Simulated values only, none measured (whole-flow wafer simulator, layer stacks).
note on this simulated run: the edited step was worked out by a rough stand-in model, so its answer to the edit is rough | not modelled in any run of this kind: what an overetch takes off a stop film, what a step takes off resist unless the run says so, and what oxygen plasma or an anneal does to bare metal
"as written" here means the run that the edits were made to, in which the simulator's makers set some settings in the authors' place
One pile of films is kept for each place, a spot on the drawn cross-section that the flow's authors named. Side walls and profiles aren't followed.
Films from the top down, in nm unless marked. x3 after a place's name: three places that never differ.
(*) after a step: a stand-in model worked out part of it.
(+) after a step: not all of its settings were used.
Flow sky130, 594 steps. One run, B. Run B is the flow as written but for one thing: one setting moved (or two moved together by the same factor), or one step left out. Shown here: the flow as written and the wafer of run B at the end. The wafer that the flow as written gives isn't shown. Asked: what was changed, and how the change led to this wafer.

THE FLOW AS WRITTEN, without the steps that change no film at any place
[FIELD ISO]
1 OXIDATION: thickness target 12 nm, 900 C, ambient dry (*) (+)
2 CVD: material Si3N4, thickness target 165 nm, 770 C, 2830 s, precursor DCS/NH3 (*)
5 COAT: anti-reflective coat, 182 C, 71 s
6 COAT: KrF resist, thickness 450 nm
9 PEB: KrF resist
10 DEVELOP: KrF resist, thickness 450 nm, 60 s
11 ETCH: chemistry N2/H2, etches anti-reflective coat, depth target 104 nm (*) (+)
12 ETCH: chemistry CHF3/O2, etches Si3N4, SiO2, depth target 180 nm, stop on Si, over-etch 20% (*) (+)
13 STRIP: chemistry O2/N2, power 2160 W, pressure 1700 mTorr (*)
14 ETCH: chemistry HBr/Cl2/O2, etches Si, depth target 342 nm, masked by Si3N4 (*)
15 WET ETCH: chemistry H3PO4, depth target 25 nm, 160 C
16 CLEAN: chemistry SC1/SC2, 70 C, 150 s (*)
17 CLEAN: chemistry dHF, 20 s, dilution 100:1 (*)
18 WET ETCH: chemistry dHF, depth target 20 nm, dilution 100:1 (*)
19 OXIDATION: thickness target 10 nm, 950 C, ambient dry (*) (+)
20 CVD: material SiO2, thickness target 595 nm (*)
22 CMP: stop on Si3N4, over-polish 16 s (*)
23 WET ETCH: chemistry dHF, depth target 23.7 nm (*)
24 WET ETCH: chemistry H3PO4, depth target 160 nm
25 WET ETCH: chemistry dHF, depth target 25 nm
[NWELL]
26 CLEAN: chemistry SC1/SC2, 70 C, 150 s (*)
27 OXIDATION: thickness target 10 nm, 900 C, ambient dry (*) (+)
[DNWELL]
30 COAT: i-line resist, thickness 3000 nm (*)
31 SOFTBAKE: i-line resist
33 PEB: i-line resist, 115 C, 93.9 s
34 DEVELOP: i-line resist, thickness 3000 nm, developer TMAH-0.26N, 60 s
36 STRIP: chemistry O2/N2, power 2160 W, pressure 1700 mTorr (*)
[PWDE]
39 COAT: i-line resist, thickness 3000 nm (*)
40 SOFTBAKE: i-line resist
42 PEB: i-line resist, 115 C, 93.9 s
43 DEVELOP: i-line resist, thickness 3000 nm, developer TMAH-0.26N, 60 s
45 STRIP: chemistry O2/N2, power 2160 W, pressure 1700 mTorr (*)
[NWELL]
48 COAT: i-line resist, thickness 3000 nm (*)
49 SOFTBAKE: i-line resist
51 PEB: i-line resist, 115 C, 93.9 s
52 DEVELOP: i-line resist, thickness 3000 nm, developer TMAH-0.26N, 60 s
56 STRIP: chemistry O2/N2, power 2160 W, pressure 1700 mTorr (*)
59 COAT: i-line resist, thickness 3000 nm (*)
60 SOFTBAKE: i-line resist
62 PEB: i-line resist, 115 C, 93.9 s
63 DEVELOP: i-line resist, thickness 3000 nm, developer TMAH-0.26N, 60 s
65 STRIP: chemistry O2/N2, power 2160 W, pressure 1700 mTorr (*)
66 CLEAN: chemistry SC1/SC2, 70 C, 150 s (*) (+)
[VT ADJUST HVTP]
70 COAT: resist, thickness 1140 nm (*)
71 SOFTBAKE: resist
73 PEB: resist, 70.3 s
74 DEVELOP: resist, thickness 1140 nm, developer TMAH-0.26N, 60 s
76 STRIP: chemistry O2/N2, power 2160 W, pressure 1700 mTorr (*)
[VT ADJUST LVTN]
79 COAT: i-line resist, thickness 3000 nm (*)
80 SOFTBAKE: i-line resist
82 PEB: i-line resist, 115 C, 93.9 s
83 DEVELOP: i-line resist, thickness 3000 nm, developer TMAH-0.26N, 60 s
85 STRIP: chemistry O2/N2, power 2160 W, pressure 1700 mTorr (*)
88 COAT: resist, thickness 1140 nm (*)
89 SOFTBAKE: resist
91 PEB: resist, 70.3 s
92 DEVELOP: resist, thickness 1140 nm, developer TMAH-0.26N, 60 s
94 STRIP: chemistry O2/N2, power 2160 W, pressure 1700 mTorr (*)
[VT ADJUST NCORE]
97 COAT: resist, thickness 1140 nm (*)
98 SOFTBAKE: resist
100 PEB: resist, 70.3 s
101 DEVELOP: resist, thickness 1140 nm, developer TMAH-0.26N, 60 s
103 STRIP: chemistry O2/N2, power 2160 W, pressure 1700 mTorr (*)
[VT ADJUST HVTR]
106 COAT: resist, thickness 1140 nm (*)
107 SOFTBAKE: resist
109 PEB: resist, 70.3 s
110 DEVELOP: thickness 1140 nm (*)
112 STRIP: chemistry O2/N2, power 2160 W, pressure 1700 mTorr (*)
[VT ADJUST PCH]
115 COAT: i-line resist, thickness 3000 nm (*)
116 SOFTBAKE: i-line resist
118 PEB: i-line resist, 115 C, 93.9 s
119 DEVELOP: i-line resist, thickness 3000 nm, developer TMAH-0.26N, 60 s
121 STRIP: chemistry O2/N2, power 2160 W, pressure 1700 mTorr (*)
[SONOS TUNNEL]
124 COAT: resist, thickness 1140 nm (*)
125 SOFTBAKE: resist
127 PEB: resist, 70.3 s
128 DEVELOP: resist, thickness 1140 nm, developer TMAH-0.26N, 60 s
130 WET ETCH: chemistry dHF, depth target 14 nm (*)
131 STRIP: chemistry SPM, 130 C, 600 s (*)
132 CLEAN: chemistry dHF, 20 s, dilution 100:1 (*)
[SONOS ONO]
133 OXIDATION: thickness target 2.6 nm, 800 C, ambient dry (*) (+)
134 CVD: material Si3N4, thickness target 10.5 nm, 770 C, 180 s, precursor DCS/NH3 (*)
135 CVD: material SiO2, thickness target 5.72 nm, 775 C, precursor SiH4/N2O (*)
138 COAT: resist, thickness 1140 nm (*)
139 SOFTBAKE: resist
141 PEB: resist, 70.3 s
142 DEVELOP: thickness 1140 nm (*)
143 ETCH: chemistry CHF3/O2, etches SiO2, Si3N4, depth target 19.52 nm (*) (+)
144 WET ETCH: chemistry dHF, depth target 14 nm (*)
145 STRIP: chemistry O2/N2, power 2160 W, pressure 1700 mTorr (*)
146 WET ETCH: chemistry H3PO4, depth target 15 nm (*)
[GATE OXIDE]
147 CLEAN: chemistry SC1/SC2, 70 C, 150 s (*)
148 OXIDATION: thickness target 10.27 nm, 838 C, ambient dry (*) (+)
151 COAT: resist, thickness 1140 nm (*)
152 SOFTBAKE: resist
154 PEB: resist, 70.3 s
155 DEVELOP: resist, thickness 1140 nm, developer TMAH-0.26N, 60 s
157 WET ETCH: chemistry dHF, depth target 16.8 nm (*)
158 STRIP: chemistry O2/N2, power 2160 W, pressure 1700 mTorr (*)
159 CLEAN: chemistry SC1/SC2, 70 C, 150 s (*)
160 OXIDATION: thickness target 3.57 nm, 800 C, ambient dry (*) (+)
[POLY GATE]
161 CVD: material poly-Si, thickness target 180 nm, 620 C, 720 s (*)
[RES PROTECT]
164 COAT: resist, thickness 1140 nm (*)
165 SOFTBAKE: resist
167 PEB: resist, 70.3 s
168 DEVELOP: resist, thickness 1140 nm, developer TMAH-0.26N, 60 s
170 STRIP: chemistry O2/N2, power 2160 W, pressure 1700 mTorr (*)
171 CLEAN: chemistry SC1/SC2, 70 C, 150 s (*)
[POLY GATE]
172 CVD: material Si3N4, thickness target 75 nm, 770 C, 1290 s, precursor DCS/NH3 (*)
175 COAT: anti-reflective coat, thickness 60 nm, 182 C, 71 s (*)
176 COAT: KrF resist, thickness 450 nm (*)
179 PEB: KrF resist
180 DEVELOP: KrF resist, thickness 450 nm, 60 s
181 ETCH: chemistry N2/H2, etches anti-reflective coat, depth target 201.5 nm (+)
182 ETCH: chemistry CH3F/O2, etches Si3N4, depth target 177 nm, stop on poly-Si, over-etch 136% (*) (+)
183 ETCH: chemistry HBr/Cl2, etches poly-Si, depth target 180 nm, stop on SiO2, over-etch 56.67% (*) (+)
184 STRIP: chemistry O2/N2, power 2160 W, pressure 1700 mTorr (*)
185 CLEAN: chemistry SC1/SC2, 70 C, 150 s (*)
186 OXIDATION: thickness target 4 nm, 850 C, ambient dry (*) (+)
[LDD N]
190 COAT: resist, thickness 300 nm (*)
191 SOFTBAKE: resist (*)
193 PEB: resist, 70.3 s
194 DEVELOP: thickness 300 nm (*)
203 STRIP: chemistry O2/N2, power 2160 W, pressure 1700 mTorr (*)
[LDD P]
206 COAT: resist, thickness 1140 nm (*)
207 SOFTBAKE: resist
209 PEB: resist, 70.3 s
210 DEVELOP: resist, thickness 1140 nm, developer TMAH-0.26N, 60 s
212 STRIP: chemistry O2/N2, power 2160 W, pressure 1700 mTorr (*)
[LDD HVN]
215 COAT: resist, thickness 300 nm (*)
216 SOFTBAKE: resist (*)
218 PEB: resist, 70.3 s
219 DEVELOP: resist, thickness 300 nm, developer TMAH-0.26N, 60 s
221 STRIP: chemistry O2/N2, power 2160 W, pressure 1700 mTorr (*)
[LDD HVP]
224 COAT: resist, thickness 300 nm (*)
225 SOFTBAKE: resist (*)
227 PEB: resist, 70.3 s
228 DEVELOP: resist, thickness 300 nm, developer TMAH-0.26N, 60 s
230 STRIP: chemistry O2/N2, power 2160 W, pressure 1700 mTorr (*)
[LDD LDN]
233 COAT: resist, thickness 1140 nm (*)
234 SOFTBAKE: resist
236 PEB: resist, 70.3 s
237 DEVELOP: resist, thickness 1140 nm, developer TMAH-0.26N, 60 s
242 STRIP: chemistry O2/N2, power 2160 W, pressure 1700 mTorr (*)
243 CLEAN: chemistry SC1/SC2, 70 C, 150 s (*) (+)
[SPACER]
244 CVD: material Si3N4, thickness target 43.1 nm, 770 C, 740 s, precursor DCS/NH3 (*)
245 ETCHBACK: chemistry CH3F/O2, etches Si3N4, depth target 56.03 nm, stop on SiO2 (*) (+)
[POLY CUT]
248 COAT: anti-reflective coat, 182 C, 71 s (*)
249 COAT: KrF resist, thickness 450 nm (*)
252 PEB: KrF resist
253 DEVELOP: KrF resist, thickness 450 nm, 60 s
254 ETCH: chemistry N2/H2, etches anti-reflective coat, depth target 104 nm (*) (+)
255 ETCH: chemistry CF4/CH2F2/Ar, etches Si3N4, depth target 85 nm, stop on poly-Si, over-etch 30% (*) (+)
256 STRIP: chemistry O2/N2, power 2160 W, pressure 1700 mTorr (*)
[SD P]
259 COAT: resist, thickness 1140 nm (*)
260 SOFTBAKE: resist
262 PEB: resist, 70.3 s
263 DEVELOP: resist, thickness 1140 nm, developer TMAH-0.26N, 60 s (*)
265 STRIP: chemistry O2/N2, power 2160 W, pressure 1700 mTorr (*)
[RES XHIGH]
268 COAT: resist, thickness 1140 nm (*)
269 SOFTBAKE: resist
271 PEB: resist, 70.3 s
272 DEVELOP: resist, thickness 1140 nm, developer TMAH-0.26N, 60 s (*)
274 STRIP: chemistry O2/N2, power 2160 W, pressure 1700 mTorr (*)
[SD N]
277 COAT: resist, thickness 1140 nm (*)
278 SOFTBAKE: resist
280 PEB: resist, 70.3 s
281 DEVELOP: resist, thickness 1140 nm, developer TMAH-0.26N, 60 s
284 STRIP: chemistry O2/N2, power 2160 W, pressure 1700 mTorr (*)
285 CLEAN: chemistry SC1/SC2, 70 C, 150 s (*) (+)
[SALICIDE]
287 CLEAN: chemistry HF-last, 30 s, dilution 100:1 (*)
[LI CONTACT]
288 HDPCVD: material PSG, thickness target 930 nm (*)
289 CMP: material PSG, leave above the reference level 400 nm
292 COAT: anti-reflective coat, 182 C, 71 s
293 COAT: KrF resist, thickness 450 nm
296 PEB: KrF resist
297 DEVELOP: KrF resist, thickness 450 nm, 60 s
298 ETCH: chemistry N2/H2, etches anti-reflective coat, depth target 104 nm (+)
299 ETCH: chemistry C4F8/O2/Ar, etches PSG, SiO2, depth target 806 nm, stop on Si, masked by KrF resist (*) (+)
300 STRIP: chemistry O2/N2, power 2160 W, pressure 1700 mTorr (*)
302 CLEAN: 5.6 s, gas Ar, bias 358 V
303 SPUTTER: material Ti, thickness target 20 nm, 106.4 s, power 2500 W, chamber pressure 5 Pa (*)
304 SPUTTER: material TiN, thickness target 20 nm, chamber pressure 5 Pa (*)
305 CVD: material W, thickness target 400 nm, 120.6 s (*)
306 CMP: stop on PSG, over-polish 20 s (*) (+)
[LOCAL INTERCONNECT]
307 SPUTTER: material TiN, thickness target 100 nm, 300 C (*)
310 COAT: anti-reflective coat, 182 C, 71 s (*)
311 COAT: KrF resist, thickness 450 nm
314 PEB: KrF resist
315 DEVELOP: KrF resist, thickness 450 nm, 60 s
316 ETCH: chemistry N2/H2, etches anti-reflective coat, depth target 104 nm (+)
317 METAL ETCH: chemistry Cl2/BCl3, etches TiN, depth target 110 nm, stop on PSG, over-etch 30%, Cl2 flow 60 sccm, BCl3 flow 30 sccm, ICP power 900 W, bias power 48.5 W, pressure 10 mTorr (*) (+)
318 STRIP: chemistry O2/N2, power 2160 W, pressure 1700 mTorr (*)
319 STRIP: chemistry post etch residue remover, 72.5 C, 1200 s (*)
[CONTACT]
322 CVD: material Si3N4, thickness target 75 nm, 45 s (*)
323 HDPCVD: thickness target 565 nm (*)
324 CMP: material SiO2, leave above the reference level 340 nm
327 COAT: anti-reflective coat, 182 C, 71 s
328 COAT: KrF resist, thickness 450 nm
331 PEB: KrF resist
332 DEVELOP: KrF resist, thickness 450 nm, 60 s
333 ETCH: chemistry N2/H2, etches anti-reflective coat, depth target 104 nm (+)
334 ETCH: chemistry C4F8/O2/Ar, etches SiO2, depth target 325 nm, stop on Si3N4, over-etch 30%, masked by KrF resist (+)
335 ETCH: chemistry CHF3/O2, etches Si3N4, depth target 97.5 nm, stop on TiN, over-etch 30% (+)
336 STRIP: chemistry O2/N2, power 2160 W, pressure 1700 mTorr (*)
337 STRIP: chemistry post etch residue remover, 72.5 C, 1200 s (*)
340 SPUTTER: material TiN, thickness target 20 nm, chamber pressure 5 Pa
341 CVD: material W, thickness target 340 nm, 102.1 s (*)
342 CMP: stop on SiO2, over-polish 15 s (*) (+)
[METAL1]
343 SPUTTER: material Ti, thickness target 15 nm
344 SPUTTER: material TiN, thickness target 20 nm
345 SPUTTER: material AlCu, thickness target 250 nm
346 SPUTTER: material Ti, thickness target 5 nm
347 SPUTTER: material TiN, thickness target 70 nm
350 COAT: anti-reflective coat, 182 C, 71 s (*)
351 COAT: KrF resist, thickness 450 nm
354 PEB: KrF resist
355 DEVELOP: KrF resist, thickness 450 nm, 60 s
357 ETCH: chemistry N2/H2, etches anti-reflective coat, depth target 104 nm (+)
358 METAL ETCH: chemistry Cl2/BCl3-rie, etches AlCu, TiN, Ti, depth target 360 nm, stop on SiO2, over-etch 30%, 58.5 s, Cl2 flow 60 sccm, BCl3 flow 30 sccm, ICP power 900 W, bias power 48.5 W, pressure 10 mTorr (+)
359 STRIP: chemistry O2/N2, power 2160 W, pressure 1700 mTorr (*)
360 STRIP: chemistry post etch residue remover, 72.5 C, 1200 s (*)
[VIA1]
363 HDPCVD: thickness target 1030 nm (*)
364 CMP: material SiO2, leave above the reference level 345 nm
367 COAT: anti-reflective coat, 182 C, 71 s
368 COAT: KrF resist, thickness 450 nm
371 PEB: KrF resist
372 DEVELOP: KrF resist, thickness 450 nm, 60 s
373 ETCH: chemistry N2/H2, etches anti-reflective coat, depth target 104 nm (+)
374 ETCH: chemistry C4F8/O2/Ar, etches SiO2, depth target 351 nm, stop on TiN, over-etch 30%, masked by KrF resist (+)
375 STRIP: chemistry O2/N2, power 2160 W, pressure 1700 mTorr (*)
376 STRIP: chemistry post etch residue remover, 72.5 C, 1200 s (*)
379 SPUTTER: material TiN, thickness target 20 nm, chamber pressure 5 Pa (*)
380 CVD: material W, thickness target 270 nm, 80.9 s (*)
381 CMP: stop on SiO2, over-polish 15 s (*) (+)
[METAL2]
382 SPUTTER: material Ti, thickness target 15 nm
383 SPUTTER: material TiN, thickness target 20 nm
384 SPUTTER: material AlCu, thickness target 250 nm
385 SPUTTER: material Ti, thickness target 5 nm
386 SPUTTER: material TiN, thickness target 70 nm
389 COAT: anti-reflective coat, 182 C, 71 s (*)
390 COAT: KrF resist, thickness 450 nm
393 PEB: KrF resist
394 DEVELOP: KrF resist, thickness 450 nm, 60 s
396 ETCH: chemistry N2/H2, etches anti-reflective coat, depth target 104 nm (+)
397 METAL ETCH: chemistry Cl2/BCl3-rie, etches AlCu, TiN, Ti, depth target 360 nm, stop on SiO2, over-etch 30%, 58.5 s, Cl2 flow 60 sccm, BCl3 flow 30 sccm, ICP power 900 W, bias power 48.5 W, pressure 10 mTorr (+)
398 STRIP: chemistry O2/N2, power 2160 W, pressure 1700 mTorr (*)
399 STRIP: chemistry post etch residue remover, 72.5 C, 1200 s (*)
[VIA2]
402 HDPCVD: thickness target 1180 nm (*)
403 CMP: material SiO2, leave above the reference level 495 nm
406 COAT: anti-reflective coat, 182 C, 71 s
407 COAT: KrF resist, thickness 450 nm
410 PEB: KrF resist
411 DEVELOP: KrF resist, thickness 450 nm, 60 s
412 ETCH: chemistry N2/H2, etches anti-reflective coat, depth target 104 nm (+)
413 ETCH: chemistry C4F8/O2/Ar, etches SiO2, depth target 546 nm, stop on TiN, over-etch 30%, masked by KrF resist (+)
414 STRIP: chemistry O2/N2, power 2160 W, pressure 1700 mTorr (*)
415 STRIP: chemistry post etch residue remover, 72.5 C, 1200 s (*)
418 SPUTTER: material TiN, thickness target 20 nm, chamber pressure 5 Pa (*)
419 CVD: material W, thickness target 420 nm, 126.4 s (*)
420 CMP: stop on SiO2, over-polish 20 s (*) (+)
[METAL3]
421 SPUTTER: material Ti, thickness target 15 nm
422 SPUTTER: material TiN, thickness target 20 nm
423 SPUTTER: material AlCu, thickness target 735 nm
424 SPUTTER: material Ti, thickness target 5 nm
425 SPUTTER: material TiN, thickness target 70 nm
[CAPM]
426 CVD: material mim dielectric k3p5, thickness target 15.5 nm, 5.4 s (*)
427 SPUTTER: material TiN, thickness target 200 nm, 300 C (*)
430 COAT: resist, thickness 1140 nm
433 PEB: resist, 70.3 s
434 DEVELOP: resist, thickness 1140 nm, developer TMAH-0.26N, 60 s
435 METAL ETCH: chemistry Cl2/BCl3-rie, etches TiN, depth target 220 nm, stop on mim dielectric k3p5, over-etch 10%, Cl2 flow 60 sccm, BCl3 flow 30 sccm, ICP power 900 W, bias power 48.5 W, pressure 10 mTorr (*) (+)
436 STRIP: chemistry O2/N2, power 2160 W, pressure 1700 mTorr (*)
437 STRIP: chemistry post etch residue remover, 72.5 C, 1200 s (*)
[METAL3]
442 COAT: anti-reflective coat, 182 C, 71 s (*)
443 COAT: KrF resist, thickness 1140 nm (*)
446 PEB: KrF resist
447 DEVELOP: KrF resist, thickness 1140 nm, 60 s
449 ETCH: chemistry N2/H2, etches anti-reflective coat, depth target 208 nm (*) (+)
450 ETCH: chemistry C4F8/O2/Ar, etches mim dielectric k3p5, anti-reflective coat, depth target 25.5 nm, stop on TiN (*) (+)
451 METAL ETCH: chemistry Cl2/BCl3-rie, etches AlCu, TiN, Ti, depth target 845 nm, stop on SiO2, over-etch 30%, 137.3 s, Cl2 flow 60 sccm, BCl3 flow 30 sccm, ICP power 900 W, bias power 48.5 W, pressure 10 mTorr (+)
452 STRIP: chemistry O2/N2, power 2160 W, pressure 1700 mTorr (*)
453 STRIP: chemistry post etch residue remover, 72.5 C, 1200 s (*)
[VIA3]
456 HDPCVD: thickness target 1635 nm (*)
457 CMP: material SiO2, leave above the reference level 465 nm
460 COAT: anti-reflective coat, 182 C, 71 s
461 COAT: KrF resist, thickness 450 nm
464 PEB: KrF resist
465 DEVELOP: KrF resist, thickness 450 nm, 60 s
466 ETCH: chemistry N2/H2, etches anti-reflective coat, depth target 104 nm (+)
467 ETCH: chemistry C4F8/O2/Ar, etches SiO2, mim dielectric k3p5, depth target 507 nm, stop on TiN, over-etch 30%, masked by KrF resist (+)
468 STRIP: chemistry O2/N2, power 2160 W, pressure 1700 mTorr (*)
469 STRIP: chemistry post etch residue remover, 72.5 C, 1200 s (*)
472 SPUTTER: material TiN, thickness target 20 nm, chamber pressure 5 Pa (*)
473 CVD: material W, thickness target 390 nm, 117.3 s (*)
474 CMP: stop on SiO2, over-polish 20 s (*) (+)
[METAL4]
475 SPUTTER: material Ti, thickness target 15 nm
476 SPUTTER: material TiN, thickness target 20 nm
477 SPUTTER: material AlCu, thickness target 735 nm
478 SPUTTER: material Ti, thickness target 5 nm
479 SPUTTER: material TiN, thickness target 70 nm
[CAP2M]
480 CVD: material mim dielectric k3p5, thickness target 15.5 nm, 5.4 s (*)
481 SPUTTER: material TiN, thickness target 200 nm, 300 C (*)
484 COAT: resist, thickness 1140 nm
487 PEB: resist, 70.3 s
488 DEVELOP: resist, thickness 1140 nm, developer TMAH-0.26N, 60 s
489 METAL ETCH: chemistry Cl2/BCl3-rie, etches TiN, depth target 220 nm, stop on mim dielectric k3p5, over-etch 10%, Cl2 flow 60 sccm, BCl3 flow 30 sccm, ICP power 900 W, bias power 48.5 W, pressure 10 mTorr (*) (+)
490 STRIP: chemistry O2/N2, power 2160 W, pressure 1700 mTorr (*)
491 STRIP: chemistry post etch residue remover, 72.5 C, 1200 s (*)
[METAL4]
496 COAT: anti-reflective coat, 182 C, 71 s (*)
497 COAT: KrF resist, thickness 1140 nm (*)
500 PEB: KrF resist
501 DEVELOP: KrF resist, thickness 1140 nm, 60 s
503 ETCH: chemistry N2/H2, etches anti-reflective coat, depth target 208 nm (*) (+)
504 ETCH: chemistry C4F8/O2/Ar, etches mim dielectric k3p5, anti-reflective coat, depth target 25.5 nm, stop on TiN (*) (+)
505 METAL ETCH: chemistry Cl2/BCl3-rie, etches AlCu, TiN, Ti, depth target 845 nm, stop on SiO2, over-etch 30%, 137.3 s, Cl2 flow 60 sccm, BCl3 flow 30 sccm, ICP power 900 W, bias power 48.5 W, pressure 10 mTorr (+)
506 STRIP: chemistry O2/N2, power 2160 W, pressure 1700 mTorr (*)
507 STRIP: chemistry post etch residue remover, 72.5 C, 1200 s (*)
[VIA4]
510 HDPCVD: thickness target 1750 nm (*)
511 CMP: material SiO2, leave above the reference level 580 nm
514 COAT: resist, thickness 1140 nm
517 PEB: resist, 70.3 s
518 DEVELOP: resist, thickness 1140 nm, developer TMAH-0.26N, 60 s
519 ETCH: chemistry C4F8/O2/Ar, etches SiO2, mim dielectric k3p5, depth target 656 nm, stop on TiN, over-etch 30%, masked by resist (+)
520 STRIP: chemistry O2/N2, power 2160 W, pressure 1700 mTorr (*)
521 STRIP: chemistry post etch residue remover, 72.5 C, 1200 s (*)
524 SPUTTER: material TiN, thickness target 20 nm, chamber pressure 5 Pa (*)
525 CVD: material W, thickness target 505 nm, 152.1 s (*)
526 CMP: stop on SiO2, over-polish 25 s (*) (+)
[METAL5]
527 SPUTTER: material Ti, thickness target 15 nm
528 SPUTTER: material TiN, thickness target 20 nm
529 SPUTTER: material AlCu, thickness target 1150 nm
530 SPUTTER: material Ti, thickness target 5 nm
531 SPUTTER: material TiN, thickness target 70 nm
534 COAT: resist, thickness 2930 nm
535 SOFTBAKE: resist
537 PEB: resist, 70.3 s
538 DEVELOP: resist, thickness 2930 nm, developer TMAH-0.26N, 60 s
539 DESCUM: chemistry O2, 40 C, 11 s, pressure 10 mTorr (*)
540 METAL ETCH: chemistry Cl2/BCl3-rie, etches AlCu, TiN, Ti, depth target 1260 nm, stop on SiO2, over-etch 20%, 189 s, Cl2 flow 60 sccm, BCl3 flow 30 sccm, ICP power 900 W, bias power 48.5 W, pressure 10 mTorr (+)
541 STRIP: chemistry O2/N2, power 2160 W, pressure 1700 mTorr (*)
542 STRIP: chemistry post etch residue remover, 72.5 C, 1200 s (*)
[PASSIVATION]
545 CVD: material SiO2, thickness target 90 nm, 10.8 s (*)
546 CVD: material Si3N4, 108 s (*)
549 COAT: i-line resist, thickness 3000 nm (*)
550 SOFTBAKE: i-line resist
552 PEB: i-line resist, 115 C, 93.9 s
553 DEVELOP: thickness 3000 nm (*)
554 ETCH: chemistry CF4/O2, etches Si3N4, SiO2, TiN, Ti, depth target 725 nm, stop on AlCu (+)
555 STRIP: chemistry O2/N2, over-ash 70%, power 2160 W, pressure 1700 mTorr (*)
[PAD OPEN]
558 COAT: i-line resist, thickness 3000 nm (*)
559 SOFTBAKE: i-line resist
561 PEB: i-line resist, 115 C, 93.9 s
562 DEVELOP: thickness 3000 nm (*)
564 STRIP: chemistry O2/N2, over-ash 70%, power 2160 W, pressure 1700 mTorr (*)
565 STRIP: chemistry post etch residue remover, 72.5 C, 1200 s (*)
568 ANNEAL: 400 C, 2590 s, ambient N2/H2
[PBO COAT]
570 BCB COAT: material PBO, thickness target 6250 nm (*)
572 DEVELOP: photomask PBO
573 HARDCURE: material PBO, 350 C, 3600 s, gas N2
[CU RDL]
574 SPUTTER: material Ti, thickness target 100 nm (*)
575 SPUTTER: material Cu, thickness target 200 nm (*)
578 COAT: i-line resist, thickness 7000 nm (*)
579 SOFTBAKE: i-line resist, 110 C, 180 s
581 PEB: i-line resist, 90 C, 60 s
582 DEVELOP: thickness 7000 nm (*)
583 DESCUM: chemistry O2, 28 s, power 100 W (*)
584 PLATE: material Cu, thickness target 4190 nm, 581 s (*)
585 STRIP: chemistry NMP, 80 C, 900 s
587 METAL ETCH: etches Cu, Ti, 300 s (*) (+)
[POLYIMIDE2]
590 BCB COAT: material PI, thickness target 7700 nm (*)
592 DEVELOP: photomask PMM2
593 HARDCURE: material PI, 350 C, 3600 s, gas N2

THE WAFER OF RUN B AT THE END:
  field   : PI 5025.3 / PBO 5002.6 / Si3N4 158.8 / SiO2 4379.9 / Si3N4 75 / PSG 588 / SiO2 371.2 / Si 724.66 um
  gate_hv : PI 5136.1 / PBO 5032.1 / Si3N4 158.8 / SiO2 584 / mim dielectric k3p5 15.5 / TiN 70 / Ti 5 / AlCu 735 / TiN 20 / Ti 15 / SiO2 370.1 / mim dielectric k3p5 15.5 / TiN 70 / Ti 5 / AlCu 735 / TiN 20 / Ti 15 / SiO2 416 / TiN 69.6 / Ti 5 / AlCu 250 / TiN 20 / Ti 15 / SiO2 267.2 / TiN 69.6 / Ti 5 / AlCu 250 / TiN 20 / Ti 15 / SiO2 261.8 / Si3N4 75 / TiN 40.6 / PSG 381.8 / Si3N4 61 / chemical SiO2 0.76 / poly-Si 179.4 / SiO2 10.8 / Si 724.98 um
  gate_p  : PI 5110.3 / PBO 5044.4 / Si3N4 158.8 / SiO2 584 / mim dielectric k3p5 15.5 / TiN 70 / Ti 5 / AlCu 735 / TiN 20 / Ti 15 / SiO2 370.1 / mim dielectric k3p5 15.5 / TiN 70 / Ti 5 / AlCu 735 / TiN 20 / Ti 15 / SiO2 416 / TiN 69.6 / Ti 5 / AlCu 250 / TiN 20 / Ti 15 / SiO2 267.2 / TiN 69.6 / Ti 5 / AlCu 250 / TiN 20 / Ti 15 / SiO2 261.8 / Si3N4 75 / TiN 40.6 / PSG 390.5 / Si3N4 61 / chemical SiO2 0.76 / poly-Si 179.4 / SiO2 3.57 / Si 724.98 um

The cause: step 307, SPUTTER: thickness target 41 nm was run, where the flow has thickness target 100 nm.

How the change led to this, step by step:
  307 SPUTTER: material TiN, thickness target 100 nm, 300 C (*)
      field, active, n_well and 188 more: TiN +41 (new film) (as written it would be: TiN +100 (new film))
  317 METAL ETCH: chemistry Cl2/BCl3, etches TiN, depth target 110 nm, stop on PSG, over-etch 30%, Cl2 flow 60 sccm, BCl3 flow 30 sccm, ICP power 900 W, bias power 48.5 W, pressure 10 mTorr (*) (+)
      n_well, p_well, gate_hv and 97 more: KrF resist -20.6 (as written it would be: KrF resist -44)
      field, active, gate and 88 more: TiN -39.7 (all of it) (as written it would be: TiN -98.7 (all of it))
  318 STRIP: chemistry O2/N2, power 2160 W, pressure 1700 mTorr (*)
      n_well, p_well, gate_hv and 93 more: KrF resist -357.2 (all of it), anti-reflective coat -80 (all of it) (as written it would be: KrF resist -333.8 (all of it), anti-reflective coat -80 (all of it))
      poly_licon, ndiff_licon_cpp, rpo_hd_licon: KrF resist -357.2 (all of it), anti-reflective coat -80.5 (all of it) (as written it would be: KrF resist -333.9 (all of it), anti-reflective coat -80.5 (all of it))
      (and at 1 more place)
  324 CMP: material SiO2, leave above the reference level 340 nm
      field, active, gate and 88 more: SiO2 -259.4 (as written it would be: SiO2 -200.4)
